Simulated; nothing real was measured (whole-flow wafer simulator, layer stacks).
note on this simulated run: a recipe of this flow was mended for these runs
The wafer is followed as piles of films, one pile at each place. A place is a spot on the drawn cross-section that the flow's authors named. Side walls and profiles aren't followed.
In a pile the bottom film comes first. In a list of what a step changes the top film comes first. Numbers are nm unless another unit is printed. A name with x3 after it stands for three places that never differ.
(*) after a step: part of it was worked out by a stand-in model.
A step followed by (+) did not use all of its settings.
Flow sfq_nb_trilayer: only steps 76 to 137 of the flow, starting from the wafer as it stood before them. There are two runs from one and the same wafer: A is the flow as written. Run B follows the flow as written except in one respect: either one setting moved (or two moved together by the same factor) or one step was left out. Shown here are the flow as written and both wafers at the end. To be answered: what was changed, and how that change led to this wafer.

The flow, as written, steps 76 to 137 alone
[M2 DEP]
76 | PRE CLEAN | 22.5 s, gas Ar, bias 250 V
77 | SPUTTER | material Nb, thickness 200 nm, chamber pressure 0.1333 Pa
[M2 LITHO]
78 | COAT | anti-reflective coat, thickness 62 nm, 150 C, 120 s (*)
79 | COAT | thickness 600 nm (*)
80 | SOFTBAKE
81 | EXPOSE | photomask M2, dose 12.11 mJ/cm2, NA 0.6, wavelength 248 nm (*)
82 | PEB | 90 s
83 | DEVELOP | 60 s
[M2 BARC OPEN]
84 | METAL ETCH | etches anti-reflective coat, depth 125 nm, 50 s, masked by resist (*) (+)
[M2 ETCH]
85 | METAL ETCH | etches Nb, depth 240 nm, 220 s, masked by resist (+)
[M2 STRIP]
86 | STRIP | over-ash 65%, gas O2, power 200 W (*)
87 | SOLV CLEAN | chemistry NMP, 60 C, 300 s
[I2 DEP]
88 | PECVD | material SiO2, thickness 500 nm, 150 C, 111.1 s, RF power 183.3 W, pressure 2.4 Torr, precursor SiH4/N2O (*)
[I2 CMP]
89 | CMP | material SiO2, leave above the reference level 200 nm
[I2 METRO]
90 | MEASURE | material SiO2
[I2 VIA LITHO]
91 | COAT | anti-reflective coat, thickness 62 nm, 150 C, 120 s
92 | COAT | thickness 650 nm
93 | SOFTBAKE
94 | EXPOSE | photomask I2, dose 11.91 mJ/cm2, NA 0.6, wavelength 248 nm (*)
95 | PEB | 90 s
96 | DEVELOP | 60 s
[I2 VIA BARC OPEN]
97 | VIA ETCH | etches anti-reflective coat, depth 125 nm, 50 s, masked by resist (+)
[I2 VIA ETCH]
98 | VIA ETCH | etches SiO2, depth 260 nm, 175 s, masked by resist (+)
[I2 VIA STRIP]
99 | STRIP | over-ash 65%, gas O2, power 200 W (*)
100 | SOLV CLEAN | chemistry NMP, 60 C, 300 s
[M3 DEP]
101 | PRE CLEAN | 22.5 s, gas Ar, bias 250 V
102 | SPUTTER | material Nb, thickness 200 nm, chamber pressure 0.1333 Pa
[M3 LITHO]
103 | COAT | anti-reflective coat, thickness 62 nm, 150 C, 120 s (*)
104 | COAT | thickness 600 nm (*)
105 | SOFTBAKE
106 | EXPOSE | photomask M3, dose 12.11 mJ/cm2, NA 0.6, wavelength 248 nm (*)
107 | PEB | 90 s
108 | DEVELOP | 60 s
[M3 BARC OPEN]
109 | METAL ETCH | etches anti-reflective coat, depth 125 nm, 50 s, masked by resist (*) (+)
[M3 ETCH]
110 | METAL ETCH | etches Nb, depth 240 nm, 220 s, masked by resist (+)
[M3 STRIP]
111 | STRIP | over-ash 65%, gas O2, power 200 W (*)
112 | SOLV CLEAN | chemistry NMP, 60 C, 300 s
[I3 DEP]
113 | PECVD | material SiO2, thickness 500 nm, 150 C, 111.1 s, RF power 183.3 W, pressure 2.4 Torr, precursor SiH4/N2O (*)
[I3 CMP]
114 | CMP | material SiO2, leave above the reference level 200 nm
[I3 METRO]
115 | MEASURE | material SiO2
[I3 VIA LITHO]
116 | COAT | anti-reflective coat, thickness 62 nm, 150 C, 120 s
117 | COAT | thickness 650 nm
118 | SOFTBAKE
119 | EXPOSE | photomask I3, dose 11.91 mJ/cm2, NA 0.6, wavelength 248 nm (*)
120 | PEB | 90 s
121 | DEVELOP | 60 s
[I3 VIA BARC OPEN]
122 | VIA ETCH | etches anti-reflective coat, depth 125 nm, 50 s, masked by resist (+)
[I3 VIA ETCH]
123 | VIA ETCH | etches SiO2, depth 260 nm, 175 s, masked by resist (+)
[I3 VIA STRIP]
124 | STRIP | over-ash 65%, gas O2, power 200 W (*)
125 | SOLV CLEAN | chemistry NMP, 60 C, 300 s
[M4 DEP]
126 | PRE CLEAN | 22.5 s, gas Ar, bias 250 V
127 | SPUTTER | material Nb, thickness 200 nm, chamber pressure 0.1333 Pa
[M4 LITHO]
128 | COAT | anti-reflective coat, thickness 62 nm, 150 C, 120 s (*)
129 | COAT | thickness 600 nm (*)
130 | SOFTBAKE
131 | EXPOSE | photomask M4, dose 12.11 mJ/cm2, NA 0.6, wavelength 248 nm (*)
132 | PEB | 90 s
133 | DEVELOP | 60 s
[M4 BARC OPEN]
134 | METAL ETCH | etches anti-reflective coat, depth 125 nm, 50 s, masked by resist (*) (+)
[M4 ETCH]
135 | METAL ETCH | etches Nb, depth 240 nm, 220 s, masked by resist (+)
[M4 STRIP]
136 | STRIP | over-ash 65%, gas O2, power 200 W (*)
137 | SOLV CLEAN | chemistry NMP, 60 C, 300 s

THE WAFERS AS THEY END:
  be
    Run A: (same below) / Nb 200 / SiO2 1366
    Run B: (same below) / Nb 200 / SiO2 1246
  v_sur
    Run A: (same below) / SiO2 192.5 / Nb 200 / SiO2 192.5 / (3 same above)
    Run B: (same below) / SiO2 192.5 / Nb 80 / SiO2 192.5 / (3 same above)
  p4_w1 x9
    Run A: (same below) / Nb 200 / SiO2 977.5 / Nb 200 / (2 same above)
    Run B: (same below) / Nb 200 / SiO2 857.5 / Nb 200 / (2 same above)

Cause: step 77, SPUTTER: thickness 80 nm was run, whereas the flow has thickness 200 nm.
The wafer itself shows it: v_sur has Nb 80, and step 77 as written asks for 200 nm.

How this came from the change, step by step:
  77 | SPUTTER | material Nb, thickness 200 nm, chamber pressure 0.1333 Pa
      field_l, v_sur, via_wl and 102 more: A Nb gains 200 (new film) | B Nb gains 80 (new film)
      via_v: A Nb gains 172.8 | B Nb gains 69.7
  78 | COAT | anti-reflective coat, thickness 62 nm, 150 C, 120 s (*)
      via_v: A anti-reflective coat gains 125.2 (new film) | B anti-reflective coat gains 120 (new film)
      wire: A anti-reflective coat gains 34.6 (new film) | B anti-reflective coat gains 33.6 (new film)
  85 | METAL ETCH | etches Nb, depth 240 nm, 220 s, masked by resist (+)
      field_l, be, be_sur and 81 more: A Nb loses 200 (all of it), SiO2 loses 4 | B Nb loses 80 (all of it), SiO2 loses 16
  86 | STRIP | over-ash 65%, gas O2, power 200 W (*)
      via_v: A KrF-resist-other-grade loses 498 (all of it), anti-reflective coat loses 125.2 (all of it) | B KrF-resist-other-grade loses 489.5 (all of it), anti-reflective coat loses 120 (all of it)
      wire: A KrF-resist-other-grade loses 369.7 (all of it), anti-reflective coat loses 34.6 (all of it) | B KrF-resist-other-grade loses 372.2 (all of it), anti-reflective coat loses 33.6 (all of it)
  88 | PECVD | material SiO2, thickness 500 nm, 150 C, 111.1 s, RF power 183.3 W, pressure 2.4 Torr, precursor SiH4/N2O (*)
      via_v: A SiO2 gains 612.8 (new film) | B SiO2 gains 582.6 (new film)
  89 | CMP | material SiO2, leave above the reference level 200 nm
      field_l, be, be_sur and 81 more: A SiO2 loses 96 | B SiO2 loses 204
      via_v: A SiO2 loses 181.6 | B SiO2 loses 168.3
